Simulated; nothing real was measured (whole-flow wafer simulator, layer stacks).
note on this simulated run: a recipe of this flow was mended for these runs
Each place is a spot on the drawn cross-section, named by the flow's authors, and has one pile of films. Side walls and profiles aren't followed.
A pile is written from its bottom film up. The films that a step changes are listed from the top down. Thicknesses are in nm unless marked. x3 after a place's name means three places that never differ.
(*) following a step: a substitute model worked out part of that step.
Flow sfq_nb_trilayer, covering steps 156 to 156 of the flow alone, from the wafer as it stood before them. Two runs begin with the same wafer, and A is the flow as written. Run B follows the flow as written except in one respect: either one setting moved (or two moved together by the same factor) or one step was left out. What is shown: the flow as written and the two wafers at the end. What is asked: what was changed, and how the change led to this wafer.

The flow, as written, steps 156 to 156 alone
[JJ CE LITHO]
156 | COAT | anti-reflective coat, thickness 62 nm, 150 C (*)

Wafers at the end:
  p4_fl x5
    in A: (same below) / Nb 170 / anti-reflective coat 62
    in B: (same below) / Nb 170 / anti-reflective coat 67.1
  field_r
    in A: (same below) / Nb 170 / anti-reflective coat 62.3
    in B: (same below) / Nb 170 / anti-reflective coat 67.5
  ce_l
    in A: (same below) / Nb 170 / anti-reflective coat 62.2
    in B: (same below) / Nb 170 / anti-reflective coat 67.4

Cause: step 156, COAT: thickness 67.1 nm was run, though the flow has thickness 62 nm.
The wafer lets one read it off: p4_fl x5 has anti-reflective coat 67.1, and step 156 as written asks for 62 nm.

Step by step, how the change led to this:
  156 | COAT | anti-reflective coat, thickness 62 nm, 150 C (*)
      p4_fl x5, p4_w1 x9, p3_s0 x42, wl_j_sl x15, wl_d_m1, l0r_line_l x3, m0r_space_l x2: A +62 anti-reflective coat (new film) | B +67.1 anti-reflective coat (new film)
      field_r, lsp_l, ln_m5, lsp_m, ln_m6, lsp_r: A +62.3 anti-reflective coat (new film) | B +67.5 anti-reflective coat (new film)
      (also at 21 further places)
